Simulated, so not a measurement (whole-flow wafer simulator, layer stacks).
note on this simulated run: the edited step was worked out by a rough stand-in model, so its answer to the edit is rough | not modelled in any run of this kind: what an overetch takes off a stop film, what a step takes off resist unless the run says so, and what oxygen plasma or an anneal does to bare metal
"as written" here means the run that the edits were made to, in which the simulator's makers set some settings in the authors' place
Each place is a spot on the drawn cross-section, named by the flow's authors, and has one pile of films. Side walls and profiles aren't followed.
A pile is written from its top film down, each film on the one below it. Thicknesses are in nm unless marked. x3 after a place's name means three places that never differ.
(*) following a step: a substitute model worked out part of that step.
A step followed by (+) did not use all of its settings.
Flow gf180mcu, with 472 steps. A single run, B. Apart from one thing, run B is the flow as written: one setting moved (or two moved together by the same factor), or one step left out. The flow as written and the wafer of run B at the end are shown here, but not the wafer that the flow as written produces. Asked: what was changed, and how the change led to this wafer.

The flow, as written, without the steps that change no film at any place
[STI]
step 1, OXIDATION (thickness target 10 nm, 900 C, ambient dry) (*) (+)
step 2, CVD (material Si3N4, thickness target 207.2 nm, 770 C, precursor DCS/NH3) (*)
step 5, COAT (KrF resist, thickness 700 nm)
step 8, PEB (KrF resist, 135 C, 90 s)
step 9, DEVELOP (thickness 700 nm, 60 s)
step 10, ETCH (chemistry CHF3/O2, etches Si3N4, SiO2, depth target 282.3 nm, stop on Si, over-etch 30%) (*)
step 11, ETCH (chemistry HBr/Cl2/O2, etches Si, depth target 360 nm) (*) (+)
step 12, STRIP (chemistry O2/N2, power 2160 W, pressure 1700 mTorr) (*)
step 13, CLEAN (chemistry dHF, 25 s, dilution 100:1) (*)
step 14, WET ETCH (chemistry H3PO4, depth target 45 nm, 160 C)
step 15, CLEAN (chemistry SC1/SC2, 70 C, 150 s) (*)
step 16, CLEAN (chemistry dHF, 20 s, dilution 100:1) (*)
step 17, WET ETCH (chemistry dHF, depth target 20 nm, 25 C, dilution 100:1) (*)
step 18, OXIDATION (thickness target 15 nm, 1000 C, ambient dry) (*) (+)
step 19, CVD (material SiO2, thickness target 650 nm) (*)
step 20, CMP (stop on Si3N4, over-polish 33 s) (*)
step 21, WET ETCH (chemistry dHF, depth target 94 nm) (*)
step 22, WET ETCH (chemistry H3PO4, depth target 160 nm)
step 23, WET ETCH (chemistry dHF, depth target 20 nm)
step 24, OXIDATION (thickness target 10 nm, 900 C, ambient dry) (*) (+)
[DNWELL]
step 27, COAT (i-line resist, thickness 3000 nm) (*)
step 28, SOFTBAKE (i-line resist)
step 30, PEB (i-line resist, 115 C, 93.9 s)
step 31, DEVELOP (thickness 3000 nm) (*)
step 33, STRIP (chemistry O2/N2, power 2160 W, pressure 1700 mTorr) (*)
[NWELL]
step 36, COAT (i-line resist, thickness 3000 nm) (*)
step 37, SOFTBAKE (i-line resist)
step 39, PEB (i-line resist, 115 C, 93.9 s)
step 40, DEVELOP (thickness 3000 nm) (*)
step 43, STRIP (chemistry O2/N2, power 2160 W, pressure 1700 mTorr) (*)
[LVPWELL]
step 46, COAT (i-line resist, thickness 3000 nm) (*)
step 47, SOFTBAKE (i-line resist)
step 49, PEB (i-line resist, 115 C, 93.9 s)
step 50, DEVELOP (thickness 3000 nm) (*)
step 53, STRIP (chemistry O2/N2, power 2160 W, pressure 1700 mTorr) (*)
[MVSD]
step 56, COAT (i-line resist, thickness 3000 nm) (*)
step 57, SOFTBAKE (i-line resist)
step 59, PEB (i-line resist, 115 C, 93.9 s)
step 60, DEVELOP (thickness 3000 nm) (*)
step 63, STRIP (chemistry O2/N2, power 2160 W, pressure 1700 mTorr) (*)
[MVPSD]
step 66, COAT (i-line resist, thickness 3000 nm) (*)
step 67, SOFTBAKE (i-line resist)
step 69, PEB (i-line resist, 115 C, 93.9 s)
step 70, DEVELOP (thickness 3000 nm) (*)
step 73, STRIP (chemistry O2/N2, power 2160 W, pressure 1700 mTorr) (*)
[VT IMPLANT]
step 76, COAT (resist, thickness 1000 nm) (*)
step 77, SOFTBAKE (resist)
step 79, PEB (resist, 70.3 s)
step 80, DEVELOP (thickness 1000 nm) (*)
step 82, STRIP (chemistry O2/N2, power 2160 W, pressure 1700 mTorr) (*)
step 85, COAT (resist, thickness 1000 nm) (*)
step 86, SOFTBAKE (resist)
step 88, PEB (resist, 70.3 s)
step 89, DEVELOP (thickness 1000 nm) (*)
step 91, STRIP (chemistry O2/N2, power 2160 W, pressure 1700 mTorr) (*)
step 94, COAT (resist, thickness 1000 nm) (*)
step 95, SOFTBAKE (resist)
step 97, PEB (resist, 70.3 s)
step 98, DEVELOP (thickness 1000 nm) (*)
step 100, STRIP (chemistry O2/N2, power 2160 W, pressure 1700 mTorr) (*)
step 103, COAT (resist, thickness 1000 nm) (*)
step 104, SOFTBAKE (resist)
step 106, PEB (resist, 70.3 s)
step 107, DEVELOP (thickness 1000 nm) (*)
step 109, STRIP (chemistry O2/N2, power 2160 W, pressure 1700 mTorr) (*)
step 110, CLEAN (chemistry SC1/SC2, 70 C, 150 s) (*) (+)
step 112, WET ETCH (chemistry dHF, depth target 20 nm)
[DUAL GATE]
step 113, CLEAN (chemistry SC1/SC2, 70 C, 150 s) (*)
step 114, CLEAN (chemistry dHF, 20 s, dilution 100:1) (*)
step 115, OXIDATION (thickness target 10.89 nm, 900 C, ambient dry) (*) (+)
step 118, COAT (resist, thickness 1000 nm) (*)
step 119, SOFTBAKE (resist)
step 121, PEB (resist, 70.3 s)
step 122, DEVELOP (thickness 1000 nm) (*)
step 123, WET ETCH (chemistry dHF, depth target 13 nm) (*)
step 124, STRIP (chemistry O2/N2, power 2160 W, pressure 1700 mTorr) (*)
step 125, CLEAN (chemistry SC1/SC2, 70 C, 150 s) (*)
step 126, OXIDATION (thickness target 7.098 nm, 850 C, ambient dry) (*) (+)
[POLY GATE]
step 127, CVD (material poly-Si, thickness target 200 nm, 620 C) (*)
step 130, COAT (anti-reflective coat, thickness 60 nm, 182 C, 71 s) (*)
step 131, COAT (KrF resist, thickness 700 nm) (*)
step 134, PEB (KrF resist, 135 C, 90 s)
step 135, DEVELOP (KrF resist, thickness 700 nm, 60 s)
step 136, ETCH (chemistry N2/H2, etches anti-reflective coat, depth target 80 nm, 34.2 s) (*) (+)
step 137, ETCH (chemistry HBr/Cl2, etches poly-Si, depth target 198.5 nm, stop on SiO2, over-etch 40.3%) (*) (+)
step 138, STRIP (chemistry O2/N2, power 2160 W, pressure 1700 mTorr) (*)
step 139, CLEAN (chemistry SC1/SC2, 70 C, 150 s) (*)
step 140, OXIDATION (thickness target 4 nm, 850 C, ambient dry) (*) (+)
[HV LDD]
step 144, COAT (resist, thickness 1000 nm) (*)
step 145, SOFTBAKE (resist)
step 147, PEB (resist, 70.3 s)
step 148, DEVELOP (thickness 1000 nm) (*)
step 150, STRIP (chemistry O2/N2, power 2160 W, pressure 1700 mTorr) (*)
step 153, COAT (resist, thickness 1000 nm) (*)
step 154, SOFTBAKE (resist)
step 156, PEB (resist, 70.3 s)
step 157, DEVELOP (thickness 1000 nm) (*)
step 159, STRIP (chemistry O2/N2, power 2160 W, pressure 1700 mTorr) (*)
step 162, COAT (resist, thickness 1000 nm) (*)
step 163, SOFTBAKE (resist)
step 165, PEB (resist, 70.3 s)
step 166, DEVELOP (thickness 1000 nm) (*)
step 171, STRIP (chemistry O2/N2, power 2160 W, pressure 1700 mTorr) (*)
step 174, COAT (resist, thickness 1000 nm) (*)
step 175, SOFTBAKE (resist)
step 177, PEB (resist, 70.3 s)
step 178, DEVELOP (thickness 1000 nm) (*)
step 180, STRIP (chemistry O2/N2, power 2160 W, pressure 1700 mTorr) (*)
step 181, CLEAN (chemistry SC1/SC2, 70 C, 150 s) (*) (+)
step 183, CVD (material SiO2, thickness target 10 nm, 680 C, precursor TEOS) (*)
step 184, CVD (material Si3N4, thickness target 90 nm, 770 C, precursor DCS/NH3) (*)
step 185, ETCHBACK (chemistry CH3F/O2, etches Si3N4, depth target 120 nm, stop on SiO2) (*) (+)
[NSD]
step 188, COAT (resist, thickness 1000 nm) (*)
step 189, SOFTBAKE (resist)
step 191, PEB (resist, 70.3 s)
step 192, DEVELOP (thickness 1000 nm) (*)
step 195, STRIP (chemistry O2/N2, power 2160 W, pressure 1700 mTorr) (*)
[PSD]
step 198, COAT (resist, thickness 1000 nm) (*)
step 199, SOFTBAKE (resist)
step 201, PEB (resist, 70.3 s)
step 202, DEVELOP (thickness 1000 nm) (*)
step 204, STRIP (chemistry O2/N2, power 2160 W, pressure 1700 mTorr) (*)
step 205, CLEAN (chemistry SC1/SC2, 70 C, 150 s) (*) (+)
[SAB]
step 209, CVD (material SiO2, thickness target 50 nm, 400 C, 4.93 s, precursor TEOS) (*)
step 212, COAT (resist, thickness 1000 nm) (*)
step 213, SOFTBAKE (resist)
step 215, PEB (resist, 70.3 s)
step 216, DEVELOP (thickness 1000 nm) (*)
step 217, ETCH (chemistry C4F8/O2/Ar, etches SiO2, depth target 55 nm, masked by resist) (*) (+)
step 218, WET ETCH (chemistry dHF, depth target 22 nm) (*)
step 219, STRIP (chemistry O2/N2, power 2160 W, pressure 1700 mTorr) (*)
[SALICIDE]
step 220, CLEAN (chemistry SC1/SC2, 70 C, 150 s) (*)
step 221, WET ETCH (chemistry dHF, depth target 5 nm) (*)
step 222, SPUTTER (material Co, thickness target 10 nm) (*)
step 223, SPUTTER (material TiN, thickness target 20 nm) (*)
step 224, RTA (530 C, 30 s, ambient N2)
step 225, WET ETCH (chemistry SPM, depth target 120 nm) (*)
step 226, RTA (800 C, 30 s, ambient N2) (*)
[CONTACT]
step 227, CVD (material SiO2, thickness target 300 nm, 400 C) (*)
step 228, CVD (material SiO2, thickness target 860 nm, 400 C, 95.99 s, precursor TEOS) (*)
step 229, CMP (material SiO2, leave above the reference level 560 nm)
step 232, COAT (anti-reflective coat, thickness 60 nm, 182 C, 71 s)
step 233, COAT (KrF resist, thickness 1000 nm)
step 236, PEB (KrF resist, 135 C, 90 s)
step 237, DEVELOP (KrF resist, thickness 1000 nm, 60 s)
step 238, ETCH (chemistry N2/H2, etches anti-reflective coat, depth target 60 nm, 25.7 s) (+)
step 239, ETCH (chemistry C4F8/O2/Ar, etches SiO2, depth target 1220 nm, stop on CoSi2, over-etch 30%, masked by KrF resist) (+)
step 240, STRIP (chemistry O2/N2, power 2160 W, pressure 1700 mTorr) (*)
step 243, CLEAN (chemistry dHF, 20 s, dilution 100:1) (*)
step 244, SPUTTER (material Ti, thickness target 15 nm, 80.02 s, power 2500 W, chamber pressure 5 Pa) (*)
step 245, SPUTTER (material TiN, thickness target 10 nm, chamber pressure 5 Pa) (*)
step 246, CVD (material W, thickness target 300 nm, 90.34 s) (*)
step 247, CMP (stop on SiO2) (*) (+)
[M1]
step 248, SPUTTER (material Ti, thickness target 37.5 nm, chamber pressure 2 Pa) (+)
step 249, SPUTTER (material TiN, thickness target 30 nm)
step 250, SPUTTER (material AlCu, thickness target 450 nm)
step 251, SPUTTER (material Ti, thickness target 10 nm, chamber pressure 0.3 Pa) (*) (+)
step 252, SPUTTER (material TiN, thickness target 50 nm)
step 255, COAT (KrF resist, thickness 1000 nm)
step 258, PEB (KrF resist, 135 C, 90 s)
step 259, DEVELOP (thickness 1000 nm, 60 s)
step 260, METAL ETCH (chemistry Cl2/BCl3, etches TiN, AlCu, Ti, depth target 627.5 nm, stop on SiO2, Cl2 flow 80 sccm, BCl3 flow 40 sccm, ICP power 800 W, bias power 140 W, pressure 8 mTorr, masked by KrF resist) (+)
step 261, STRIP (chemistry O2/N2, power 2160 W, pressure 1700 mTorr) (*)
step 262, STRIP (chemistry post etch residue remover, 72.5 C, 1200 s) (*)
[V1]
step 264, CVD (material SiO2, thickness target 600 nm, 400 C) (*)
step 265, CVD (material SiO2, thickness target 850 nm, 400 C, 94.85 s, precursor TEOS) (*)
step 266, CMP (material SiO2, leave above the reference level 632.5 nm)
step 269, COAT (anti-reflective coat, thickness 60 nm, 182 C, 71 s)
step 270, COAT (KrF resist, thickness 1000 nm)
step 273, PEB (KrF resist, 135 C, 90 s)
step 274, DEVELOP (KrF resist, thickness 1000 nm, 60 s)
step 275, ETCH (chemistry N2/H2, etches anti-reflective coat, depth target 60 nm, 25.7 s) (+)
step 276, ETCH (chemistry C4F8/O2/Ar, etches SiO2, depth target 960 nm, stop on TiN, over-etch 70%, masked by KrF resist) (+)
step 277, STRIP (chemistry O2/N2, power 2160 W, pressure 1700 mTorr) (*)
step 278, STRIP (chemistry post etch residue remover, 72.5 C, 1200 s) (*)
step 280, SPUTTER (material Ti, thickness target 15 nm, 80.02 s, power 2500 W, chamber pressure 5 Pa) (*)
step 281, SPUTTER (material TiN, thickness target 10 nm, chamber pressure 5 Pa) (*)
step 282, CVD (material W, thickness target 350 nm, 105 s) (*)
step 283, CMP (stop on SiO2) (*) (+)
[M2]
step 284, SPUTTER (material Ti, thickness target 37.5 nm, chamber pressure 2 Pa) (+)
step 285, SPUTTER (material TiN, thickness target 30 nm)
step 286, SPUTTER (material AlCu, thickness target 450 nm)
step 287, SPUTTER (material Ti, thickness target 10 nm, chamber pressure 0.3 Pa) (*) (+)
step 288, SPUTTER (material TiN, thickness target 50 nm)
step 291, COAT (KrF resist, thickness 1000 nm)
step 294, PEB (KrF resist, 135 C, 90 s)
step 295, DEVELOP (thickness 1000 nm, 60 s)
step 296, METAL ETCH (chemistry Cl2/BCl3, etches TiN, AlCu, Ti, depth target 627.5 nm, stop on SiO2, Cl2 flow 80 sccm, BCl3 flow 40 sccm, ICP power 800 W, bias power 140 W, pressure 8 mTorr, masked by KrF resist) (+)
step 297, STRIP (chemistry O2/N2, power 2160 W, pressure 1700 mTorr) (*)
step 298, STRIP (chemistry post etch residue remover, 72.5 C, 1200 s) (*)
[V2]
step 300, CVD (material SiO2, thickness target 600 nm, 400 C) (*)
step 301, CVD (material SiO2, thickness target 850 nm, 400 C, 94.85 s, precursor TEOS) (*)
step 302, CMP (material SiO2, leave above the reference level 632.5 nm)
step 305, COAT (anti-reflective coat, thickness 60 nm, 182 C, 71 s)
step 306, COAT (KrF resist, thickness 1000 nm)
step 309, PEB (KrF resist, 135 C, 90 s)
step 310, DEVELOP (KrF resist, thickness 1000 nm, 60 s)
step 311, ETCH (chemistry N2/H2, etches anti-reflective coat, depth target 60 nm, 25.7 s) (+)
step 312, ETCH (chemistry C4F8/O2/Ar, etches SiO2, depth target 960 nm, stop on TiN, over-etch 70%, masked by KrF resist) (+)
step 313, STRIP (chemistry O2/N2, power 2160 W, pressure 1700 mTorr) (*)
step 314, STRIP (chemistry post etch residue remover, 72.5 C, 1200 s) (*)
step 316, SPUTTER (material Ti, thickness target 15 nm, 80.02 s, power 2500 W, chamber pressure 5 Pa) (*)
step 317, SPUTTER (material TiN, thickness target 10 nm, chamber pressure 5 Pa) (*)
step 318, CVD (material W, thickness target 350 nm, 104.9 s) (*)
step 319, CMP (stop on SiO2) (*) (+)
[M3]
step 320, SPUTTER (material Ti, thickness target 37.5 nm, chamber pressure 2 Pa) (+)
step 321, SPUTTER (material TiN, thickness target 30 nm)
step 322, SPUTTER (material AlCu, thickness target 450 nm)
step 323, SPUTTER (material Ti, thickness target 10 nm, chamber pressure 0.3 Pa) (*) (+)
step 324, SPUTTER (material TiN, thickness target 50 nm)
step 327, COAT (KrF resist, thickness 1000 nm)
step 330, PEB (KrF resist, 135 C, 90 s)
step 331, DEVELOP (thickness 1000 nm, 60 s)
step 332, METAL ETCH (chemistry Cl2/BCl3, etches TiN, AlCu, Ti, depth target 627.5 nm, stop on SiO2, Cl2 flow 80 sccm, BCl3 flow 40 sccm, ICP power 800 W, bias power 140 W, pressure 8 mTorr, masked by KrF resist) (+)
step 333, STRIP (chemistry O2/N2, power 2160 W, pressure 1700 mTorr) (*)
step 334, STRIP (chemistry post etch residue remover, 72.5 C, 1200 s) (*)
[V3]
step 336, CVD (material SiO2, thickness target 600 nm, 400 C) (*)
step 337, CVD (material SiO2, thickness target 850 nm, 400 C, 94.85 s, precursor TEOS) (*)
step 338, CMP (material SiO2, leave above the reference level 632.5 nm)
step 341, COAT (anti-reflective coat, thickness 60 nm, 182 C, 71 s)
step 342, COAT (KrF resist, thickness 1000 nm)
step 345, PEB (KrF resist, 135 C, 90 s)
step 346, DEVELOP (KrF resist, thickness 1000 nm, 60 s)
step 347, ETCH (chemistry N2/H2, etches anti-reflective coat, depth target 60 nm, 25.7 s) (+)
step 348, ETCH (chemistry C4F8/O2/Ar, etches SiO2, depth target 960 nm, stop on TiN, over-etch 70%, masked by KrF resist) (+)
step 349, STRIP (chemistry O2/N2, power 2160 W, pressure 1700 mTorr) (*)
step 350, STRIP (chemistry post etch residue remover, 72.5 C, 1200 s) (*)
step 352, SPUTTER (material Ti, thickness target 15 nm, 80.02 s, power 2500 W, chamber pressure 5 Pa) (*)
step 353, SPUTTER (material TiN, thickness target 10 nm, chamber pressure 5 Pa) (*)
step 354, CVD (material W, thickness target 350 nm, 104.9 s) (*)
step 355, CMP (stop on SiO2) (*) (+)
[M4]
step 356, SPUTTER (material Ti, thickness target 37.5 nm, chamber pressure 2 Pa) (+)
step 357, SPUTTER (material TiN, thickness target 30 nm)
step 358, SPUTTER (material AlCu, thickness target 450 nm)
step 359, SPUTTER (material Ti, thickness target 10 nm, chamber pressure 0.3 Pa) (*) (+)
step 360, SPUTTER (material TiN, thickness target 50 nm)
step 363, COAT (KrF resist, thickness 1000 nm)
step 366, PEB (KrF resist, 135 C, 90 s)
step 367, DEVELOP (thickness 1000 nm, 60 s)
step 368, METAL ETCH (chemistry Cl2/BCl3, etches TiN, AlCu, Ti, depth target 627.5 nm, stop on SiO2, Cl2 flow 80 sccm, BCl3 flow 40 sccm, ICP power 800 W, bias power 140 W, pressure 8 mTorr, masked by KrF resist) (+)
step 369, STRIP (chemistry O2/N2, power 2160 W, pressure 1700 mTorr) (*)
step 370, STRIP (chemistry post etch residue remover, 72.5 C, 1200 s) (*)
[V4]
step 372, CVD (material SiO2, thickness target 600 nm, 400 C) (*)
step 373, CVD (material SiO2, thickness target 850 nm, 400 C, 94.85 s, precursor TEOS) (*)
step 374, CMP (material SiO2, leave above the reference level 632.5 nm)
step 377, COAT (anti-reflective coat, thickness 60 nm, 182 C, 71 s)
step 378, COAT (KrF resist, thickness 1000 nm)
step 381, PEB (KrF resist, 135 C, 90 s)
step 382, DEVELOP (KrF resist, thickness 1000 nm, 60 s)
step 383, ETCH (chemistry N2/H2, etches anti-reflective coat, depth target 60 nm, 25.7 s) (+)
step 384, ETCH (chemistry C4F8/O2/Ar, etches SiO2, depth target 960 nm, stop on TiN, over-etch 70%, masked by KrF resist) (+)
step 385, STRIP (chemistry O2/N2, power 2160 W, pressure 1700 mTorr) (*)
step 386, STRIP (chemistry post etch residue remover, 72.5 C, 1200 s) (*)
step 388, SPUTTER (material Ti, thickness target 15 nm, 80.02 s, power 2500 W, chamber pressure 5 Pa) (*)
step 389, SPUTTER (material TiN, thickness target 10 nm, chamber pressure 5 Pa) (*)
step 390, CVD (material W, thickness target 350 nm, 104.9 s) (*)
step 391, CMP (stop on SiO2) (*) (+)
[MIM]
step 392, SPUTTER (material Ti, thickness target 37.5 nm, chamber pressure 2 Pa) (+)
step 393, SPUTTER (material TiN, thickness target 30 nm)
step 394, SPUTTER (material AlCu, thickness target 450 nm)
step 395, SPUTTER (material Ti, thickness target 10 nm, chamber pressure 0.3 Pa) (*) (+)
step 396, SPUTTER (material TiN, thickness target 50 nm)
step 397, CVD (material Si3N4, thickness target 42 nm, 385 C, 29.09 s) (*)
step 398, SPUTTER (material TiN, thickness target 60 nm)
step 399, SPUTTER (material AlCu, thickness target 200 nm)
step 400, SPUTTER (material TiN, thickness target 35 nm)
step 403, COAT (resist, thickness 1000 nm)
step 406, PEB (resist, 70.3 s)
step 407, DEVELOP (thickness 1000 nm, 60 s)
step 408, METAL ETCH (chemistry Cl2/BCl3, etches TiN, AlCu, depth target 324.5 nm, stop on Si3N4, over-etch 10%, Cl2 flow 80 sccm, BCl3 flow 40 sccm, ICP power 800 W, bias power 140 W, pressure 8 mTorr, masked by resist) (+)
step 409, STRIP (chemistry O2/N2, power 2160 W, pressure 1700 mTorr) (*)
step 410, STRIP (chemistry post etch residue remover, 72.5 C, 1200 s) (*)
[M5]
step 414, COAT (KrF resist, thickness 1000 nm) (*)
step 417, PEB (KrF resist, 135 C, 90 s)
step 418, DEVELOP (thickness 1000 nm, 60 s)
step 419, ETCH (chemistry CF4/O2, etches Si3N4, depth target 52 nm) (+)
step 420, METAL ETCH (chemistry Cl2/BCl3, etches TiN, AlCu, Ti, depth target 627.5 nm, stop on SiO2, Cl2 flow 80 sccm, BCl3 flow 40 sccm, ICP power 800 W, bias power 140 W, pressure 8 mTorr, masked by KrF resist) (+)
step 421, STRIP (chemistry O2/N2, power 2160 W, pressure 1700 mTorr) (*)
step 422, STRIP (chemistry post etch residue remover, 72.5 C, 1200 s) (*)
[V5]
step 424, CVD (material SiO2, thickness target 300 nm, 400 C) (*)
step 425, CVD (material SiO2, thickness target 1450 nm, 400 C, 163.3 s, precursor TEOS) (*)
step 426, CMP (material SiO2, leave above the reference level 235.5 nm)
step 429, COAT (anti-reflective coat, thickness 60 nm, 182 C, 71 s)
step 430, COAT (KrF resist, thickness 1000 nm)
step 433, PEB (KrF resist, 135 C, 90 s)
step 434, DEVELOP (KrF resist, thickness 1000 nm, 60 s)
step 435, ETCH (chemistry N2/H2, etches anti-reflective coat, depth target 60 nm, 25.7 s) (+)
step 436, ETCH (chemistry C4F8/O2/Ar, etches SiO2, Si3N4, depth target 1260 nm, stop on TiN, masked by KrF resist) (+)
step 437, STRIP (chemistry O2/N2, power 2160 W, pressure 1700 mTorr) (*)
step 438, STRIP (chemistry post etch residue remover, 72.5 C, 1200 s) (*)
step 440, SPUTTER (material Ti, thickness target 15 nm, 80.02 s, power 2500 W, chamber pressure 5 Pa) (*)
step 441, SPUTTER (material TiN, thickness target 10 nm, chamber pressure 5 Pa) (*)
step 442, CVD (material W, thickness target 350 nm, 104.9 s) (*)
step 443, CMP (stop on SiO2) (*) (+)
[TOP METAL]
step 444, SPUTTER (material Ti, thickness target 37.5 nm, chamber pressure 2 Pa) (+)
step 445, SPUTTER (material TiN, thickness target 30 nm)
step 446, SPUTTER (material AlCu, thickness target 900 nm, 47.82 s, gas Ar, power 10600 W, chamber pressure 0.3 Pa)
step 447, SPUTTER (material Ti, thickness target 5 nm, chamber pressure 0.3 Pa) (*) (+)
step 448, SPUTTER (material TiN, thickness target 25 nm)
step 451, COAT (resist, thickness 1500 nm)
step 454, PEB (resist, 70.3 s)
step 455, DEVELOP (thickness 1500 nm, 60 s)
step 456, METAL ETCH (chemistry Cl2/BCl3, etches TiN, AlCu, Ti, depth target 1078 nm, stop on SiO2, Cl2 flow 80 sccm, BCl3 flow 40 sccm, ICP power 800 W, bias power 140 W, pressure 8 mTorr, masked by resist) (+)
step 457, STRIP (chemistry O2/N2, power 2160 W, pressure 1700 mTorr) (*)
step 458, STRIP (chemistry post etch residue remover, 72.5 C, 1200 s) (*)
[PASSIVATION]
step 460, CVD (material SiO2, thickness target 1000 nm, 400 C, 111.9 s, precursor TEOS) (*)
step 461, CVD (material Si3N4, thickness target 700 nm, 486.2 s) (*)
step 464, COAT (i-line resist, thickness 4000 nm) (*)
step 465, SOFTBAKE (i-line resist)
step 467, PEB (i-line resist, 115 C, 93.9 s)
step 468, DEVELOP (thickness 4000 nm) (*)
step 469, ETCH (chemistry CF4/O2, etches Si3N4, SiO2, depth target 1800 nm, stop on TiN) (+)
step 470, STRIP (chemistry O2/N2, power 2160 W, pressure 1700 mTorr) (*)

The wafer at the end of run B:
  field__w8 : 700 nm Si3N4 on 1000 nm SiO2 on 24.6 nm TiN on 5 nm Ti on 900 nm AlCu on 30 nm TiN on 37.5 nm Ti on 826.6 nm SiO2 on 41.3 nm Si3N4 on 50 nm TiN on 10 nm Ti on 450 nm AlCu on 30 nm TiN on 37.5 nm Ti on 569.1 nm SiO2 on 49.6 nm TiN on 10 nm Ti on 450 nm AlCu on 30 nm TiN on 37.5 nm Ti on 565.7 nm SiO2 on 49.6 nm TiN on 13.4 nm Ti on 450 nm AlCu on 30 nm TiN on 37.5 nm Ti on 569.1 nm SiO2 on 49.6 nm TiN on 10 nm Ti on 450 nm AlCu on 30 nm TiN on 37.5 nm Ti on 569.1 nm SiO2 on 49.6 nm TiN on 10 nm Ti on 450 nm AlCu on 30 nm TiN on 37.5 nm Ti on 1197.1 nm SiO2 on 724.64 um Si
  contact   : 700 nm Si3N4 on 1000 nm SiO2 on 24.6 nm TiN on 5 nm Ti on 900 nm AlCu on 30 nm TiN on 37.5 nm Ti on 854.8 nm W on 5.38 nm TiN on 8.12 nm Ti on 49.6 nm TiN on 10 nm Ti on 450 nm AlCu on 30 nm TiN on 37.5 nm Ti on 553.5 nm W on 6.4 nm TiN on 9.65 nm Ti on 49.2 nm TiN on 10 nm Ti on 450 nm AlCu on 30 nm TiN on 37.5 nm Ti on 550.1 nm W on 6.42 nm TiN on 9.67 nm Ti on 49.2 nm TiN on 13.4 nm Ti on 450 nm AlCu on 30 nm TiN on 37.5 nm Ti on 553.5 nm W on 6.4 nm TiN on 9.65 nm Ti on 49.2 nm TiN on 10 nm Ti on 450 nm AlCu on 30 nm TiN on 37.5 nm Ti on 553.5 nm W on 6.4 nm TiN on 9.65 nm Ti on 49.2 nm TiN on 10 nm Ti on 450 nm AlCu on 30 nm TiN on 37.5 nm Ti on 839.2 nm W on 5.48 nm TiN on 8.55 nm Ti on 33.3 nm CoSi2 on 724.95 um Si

The reason: step 323, SPUTTER: thickness target 13.4 nm was run, while the flow as written has thickness target 10 nm.
The wafer itself shows it: field__w8 has Ti 13.4, and step 323 as written asks for 10 nm.

How this came from the change, step by step:
  step 323, SPUTTER (material Ti, thickness target 10 nm, chamber pressure 0.3 Pa) (*) (+)
      field, field__w1, field__w2 and 108 more: +13.4 Ti (new film) (in the flow as written it would be: +10 Ti (new film))
  step 332, METAL ETCH (chemistry Cl2/BCl3, etches TiN, AlCu, Ti, depth target 627.5 nm, stop on SiO2, Cl2 flow 80 sccm, BCl3 flow 40 sccm, ICP power 800 W, bias power 140 W, pressure 8 mTorr, masked by KrF resist) (+)
      field, field__w1, field__w2 and 103 more: -50 TiN (all of it), -13.4 Ti (all of it), -450 AlCu (all of it), -30 TiN (all of it), -37.5 Ti (all of it) (in the flow as written it would be: -50 TiN (all of it), -10 Ti (all of it), -450 AlCu (all of it), -30 TiN (all of it), -37.5 Ti (all of it))
